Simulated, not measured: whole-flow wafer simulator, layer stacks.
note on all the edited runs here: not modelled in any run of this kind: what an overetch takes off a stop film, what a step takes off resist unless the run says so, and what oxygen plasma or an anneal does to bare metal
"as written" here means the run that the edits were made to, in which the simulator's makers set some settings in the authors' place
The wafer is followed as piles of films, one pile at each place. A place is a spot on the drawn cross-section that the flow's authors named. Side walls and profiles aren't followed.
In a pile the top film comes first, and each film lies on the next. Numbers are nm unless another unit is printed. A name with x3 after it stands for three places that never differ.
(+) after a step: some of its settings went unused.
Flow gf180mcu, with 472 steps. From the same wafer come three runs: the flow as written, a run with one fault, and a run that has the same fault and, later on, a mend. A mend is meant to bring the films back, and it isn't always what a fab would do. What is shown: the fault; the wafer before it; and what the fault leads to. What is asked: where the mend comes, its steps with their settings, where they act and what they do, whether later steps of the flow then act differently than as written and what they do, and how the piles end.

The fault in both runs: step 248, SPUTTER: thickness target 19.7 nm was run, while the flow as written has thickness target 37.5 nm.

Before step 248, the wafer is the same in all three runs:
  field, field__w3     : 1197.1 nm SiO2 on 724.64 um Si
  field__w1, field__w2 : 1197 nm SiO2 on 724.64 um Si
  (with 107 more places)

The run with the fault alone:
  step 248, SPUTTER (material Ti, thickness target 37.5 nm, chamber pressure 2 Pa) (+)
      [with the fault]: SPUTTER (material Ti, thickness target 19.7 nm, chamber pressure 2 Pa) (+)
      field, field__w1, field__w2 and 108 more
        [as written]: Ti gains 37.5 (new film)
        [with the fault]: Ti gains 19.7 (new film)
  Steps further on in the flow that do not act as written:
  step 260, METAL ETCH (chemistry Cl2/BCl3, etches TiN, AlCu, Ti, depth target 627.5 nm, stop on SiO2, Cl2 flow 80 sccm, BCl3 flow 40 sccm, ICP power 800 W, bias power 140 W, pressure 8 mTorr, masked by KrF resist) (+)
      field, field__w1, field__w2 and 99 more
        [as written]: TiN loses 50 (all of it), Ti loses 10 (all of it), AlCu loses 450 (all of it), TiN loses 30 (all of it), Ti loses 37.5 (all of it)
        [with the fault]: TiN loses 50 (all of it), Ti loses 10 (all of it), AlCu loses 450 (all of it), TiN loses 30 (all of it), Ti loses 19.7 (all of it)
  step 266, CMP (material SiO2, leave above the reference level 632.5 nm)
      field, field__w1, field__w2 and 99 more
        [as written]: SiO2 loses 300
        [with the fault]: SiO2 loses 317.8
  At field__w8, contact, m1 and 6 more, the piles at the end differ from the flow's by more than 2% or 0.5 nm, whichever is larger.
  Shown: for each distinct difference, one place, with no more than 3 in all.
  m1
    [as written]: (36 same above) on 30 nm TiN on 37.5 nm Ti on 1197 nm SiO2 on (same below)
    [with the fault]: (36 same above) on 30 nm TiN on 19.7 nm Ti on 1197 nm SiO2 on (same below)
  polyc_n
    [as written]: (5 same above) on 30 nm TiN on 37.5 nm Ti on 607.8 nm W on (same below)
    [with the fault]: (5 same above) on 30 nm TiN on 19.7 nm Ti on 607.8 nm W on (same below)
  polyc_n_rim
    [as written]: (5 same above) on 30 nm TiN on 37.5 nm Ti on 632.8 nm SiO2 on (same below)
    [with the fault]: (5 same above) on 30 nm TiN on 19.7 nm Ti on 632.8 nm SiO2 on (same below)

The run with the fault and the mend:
  The mend follows step 248.
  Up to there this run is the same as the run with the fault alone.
  step 248a, SPUTTER (material Ti, thickness target 17.8 nm, chamber pressure 2 Pa) (+) (a further turn of the flow's step 248, with different settings)
      field, field__w1, field__w2 and 108 more
        Ti gains 17.8
  None of the later steps of the flow acts differently than as written at any place that is followed.
  By the end, the piles equal the flow's at every place that both follow.
